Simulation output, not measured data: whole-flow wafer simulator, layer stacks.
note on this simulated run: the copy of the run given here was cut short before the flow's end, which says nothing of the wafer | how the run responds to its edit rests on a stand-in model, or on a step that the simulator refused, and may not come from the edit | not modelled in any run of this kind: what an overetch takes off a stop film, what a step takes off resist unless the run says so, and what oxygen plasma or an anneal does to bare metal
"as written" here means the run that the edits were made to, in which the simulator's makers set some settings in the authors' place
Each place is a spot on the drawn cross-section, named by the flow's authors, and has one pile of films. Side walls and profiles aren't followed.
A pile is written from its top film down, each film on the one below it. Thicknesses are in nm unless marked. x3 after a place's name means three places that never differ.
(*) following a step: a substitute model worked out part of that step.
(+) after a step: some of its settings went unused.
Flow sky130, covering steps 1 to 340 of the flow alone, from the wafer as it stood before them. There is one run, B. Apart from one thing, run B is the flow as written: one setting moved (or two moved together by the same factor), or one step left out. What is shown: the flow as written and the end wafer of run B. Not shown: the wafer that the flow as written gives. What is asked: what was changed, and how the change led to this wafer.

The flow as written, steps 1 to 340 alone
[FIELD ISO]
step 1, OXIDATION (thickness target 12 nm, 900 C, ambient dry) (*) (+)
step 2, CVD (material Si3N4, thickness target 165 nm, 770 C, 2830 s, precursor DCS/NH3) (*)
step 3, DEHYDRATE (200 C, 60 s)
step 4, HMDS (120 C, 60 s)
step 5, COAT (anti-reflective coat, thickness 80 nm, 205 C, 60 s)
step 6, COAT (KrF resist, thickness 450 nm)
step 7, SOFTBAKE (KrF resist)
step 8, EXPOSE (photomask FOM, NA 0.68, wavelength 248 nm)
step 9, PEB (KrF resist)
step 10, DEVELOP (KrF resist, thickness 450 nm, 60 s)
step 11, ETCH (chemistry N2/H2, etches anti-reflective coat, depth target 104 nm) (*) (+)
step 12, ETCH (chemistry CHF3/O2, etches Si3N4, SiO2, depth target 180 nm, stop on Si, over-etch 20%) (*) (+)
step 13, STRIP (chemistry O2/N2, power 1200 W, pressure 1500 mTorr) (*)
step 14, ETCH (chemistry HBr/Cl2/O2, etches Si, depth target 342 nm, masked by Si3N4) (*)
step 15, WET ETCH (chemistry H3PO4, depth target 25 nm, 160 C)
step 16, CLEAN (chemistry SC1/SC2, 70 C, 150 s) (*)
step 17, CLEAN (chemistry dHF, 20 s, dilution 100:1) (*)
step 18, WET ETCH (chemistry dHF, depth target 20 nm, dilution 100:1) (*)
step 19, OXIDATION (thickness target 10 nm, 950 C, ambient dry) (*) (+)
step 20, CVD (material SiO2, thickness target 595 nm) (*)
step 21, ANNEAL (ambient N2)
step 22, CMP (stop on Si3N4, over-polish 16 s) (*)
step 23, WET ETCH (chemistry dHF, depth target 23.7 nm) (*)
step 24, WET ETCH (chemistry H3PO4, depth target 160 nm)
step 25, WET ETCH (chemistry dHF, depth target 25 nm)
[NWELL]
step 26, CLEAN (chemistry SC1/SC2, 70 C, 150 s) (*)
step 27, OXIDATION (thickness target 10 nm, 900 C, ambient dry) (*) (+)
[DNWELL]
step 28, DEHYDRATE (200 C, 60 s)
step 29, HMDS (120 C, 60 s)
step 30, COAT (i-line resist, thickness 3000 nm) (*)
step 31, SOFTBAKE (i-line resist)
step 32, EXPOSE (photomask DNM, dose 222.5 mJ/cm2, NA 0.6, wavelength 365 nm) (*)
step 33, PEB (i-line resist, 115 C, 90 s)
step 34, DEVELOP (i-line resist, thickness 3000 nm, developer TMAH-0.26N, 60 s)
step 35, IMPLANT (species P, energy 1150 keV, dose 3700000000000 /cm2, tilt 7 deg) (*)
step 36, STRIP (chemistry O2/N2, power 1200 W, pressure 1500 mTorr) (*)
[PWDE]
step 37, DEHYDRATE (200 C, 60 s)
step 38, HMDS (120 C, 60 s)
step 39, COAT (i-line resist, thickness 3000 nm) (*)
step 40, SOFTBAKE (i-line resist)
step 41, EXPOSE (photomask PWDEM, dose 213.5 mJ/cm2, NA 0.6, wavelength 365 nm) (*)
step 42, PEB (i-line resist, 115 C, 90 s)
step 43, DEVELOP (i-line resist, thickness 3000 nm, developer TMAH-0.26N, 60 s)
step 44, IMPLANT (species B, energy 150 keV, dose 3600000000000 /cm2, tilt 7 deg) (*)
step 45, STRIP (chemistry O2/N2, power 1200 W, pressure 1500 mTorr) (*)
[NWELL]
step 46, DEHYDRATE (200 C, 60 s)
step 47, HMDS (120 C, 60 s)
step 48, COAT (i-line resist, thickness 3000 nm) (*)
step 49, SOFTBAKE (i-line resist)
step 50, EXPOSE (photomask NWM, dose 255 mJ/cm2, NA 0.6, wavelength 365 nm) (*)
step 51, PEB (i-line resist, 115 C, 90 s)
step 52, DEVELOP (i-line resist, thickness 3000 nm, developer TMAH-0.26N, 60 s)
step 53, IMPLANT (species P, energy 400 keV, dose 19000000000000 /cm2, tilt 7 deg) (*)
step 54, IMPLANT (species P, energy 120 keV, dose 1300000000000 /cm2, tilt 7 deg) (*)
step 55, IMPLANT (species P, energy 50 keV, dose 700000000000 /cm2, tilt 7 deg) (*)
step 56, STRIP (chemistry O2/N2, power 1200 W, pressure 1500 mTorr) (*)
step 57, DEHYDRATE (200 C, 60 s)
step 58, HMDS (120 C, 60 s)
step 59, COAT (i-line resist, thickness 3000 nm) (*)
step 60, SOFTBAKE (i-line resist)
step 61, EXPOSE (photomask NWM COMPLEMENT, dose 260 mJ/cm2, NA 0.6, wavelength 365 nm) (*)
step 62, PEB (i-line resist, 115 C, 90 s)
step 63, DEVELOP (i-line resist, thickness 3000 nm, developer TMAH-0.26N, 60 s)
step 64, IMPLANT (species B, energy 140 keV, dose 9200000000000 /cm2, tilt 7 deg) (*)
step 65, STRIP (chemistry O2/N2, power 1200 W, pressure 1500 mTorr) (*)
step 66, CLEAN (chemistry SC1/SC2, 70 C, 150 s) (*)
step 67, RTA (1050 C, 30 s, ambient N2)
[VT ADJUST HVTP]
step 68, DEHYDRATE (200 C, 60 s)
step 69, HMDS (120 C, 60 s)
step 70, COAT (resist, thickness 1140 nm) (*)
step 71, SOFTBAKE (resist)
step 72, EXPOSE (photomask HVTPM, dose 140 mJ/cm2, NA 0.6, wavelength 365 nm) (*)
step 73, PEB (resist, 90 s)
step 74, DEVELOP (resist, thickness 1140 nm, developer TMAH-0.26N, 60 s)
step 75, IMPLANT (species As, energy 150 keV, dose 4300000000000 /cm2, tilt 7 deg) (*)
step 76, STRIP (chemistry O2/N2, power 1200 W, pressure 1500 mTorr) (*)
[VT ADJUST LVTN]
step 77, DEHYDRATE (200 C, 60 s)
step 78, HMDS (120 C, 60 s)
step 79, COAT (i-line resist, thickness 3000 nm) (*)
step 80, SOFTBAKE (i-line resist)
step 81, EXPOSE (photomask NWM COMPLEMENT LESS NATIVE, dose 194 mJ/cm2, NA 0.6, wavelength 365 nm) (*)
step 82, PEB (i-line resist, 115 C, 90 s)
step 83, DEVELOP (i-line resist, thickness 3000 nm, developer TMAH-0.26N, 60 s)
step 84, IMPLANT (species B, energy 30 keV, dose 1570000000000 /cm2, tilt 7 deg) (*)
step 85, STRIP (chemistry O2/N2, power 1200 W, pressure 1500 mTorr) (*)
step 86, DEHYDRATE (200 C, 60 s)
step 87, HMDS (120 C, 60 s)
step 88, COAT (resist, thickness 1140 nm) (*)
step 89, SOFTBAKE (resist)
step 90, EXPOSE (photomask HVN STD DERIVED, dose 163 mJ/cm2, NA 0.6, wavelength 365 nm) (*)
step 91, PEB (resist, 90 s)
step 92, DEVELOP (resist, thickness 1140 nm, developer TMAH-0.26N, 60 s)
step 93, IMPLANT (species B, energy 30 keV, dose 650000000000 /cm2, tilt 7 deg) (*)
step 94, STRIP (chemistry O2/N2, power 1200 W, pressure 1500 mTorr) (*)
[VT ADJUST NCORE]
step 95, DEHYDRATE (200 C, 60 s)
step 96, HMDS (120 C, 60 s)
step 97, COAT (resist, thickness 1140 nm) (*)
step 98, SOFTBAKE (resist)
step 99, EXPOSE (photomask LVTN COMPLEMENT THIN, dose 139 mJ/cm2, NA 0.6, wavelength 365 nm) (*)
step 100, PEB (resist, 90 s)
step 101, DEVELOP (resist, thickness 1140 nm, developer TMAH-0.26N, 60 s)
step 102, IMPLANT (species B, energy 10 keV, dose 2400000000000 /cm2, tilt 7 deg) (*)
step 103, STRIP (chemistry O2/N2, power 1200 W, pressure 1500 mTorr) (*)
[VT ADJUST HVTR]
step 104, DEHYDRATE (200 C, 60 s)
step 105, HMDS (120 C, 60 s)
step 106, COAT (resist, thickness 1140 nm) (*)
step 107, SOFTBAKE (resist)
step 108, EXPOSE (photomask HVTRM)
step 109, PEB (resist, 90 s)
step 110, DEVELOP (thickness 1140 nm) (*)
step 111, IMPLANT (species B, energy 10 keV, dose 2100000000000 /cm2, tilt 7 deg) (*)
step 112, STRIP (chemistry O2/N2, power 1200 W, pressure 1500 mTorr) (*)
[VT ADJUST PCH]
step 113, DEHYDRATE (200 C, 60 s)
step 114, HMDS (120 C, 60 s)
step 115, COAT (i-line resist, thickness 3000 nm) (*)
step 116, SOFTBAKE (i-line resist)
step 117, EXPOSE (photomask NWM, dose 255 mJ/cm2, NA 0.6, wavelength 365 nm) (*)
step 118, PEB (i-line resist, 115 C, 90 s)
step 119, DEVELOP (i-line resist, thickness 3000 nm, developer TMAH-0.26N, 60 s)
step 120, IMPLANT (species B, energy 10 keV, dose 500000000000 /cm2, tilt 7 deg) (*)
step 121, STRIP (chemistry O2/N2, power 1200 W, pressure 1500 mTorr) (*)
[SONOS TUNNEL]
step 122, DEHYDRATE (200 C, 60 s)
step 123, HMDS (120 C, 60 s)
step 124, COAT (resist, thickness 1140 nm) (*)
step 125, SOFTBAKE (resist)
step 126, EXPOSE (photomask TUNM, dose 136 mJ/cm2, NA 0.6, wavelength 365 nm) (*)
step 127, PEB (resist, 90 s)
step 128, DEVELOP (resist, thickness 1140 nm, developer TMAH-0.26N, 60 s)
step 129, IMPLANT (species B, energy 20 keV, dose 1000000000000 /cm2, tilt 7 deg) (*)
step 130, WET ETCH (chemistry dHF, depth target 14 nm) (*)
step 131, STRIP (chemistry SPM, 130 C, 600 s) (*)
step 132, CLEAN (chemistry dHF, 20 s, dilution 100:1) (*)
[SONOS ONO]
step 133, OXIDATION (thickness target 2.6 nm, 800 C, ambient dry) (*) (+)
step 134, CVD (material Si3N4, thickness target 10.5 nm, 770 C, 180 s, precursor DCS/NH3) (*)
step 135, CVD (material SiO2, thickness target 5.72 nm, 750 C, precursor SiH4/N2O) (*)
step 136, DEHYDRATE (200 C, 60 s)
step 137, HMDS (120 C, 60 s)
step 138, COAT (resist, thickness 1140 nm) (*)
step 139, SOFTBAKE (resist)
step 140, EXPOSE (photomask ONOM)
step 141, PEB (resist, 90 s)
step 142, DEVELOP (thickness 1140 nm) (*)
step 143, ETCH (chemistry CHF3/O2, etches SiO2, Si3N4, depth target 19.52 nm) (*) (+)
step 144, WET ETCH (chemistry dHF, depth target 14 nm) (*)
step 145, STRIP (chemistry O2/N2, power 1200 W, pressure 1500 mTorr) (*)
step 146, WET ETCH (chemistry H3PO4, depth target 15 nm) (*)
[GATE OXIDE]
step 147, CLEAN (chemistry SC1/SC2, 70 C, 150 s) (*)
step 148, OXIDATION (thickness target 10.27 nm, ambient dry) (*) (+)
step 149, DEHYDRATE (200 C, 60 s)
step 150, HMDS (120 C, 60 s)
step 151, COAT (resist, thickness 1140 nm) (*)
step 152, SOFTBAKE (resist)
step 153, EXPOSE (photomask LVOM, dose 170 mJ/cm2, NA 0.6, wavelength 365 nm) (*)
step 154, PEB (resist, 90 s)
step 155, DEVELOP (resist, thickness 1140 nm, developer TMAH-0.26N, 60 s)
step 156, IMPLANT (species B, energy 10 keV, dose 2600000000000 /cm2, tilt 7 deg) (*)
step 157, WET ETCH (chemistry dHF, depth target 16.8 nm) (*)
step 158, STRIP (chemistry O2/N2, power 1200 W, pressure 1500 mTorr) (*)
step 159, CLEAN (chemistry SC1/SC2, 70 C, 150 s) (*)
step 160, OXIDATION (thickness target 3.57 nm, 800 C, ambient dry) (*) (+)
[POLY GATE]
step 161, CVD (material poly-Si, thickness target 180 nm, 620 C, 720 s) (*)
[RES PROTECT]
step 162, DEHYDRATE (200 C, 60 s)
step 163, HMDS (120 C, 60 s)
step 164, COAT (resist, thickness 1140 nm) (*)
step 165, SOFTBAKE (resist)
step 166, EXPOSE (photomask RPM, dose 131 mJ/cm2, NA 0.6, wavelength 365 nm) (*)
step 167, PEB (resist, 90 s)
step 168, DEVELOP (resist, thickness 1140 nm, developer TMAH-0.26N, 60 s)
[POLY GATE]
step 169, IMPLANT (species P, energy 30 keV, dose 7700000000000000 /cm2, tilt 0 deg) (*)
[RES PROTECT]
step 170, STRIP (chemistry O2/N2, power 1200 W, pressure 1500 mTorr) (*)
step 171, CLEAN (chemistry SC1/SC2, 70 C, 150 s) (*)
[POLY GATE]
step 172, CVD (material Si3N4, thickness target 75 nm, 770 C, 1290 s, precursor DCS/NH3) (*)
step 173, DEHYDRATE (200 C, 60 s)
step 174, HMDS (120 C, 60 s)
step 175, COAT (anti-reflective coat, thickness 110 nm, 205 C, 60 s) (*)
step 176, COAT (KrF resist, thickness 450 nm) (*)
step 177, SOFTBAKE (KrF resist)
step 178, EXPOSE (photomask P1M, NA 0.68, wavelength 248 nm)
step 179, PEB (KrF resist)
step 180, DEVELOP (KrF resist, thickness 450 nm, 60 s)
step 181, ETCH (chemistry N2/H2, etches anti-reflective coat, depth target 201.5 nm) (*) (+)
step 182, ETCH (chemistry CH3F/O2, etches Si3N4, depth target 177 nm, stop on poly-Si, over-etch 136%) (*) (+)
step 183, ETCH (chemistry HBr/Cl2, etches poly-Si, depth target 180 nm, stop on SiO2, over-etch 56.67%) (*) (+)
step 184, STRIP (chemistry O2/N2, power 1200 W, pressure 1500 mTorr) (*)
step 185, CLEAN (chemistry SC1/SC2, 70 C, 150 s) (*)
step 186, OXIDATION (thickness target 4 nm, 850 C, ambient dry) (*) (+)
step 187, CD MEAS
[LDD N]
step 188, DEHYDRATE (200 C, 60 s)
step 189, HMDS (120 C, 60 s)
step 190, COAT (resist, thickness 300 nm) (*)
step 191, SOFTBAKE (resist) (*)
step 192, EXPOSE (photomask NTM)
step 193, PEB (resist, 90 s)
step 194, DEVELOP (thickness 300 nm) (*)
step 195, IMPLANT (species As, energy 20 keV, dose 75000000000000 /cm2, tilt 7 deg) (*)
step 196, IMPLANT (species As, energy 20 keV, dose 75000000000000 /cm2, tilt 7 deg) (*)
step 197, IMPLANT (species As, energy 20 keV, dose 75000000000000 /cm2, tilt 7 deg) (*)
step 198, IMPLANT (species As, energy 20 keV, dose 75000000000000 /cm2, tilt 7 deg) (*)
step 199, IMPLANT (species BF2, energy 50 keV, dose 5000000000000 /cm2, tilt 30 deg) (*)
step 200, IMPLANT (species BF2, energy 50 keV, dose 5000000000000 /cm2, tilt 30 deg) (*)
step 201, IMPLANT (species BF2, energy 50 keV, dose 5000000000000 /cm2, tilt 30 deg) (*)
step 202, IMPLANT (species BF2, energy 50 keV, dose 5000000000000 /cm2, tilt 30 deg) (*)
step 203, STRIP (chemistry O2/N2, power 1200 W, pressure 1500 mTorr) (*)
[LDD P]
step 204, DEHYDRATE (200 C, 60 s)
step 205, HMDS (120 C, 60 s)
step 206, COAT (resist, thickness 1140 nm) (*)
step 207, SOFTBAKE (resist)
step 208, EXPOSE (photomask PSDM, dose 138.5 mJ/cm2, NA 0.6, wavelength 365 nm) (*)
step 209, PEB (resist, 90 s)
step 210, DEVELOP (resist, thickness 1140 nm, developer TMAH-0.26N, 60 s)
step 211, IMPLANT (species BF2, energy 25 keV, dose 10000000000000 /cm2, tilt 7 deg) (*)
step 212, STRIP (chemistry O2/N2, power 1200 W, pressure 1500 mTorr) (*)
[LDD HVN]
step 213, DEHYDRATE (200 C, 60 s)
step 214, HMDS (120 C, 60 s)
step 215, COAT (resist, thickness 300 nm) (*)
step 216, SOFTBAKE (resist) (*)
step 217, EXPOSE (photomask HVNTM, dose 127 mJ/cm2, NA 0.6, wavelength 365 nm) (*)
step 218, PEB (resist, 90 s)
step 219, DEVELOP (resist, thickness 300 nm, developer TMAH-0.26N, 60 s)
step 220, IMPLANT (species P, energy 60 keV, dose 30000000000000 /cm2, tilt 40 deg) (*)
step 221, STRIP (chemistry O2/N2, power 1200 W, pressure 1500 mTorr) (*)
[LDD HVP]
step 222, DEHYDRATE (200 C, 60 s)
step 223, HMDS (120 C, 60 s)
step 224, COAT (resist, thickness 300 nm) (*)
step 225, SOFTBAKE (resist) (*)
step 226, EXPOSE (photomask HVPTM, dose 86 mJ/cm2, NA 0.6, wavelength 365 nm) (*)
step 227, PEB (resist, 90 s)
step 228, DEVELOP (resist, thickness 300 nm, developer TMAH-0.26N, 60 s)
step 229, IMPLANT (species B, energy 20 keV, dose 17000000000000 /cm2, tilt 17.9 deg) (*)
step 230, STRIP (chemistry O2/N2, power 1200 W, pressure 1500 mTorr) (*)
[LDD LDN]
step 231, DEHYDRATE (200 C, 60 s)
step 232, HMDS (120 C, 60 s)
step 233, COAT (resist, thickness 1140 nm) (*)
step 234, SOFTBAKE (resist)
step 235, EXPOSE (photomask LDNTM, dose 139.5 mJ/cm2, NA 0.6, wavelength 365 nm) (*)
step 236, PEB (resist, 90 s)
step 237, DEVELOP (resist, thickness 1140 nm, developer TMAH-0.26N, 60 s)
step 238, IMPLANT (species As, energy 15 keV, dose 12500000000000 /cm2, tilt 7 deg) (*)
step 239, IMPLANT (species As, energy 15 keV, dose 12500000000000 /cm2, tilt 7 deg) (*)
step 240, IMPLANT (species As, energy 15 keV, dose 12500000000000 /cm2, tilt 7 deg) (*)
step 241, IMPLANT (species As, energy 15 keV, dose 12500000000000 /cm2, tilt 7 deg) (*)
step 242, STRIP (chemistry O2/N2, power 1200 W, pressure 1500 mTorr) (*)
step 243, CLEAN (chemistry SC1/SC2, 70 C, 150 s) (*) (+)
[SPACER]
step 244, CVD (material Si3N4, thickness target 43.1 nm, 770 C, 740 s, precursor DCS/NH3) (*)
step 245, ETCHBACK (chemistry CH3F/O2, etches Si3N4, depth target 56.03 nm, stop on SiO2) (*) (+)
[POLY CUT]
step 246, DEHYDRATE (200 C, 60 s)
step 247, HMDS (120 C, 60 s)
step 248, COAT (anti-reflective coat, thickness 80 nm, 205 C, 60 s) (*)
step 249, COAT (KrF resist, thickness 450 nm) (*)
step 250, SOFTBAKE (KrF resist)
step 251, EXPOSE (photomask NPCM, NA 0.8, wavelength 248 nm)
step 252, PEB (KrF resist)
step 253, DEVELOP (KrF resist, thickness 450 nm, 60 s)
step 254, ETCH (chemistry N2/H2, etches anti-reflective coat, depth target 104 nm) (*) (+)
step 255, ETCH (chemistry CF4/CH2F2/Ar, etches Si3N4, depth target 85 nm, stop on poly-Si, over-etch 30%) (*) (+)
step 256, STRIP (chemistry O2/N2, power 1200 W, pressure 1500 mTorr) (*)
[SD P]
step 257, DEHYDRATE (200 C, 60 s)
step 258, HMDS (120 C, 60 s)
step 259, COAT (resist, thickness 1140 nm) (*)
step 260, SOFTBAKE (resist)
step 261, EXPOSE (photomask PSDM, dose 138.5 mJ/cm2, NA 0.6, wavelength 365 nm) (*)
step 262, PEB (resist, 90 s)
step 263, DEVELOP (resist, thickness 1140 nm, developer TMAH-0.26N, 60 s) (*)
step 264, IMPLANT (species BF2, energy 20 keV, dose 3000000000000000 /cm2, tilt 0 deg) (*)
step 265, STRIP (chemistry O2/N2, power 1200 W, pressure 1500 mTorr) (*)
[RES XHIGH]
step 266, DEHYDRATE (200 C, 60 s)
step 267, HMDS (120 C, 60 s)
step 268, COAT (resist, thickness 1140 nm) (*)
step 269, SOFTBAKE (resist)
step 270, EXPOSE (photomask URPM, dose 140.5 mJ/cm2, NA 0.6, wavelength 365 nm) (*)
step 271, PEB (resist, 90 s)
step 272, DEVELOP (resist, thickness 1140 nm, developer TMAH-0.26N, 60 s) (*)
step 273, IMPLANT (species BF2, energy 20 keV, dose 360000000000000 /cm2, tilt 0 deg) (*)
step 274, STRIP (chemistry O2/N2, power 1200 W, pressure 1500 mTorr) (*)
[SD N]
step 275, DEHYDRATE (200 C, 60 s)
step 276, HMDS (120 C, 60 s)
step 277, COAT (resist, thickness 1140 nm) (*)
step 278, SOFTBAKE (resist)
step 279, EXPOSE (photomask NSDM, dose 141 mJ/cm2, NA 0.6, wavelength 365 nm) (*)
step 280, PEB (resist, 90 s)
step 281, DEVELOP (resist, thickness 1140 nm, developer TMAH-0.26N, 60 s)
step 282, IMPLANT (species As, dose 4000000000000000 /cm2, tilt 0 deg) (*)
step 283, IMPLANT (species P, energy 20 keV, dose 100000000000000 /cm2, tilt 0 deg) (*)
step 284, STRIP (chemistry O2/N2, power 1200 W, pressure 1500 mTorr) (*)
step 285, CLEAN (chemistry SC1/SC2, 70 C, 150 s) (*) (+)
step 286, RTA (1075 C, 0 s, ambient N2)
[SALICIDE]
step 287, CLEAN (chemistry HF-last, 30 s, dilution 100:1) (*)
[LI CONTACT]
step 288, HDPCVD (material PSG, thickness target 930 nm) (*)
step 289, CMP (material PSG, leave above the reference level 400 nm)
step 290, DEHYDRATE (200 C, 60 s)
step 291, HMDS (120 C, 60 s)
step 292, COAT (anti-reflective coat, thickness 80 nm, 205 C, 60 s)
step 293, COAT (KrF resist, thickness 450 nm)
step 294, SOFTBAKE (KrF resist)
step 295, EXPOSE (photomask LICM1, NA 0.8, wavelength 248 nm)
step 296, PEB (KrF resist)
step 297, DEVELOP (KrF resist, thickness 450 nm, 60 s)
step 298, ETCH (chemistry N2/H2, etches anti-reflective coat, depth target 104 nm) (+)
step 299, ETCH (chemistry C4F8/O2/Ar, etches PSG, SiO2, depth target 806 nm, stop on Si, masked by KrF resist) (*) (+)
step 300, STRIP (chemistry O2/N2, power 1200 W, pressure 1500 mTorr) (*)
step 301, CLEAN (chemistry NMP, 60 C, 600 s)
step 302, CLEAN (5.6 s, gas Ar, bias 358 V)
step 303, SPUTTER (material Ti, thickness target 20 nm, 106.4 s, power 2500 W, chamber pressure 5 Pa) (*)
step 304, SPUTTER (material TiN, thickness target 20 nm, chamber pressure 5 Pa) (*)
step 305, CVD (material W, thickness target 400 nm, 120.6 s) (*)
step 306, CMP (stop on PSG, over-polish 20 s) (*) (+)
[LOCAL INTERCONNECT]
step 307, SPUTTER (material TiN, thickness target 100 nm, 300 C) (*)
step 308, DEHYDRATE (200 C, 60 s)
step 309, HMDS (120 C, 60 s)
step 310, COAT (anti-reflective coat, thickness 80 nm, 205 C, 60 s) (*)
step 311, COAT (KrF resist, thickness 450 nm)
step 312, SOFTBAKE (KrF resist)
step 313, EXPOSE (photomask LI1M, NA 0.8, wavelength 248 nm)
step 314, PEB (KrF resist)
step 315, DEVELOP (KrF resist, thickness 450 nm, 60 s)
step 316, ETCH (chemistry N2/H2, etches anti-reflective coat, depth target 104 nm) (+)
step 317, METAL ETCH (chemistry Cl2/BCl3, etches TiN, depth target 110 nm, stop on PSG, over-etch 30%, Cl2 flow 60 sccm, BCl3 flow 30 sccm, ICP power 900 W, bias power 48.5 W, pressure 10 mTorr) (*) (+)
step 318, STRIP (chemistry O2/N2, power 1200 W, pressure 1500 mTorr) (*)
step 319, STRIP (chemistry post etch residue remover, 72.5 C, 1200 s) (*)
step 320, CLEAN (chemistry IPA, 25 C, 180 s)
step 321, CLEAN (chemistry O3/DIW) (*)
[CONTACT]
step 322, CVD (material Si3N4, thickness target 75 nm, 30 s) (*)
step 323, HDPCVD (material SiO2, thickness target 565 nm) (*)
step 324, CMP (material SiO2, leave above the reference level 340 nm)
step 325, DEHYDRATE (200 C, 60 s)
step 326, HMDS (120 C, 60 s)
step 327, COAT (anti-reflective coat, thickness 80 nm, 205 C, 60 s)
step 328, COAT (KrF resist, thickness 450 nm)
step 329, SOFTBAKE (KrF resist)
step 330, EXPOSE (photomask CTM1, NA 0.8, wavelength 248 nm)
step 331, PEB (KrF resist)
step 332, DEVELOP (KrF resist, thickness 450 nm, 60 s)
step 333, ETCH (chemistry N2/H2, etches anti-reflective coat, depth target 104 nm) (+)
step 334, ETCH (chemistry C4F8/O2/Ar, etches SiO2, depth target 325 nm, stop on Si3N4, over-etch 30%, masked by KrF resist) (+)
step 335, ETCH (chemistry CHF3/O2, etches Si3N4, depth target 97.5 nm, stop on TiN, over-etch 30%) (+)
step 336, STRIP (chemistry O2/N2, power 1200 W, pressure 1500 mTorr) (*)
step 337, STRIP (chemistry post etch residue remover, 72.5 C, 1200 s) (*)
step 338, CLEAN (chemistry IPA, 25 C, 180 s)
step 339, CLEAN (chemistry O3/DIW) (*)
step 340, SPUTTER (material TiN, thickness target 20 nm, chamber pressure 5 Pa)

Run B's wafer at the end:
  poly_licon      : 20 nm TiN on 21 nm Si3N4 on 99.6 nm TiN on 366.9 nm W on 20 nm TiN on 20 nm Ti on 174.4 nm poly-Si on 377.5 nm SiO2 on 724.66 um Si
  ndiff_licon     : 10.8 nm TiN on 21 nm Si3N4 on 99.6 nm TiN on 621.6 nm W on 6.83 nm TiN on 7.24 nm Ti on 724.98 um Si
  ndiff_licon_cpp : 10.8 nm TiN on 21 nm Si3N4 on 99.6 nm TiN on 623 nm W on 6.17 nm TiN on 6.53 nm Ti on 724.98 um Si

Cause: step 335, ETCH: depth target 53.6 nm was run, whereas the flow has depth target 97.5 nm.

Step by step, how the change led to this:
  step 335, ETCH (chemistry CHF3/O2, etches Si3N4, depth target 97.5 nm, stop on TiN, over-etch 30%) (+)
      poly_licon, ndiff_licon, ndiff_licon_cpp, rpo_hd_licon: -53.6 Si3N4 (as written it would have been: -75 Si3N4 (all of it))
      field, active, n_well and 184 more: -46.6 KrF resist (as written it would have been: -84.8 KrF resist)
  step 336, STRIP (chemistry O2/N2, power 1200 W, pressure 1500 mTorr) (*)
      field, active, n_well and 184 more: -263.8 KrF resist (all of it), -80 anti-reflective coat (all of it) (as written it would have been: -225.6 KrF resist (all of it), -80 anti-reflective coat (all of it))
  step 340, SPUTTER (material TiN, thickness target 20 nm, chamber pressure 5 Pa)
      ndiff_licon, ndiff_licon_cpp, rpo_hd_licon: +10.8 TiN (new film) (as written it would have been: +10.4 TiN)
      poly_licon: +20 TiN (new film) (as written it would have been: +20 TiN)
If metal films that touch count as one body, poly_licon has 2 bodies (between them, from the top down: Si3N4 21); the flow as written gives 1 body.
If metal films that touch count as one body, ndiff_licon has 2 bodies (between them, from the top down: Si3N4 21); the flow as written gives 1 body.
If metal films that touch count as one body, ndiff_licon_cpp has 2 bodies (between them, from the top down: Si3N4 21); the flow as written gives 1 body.
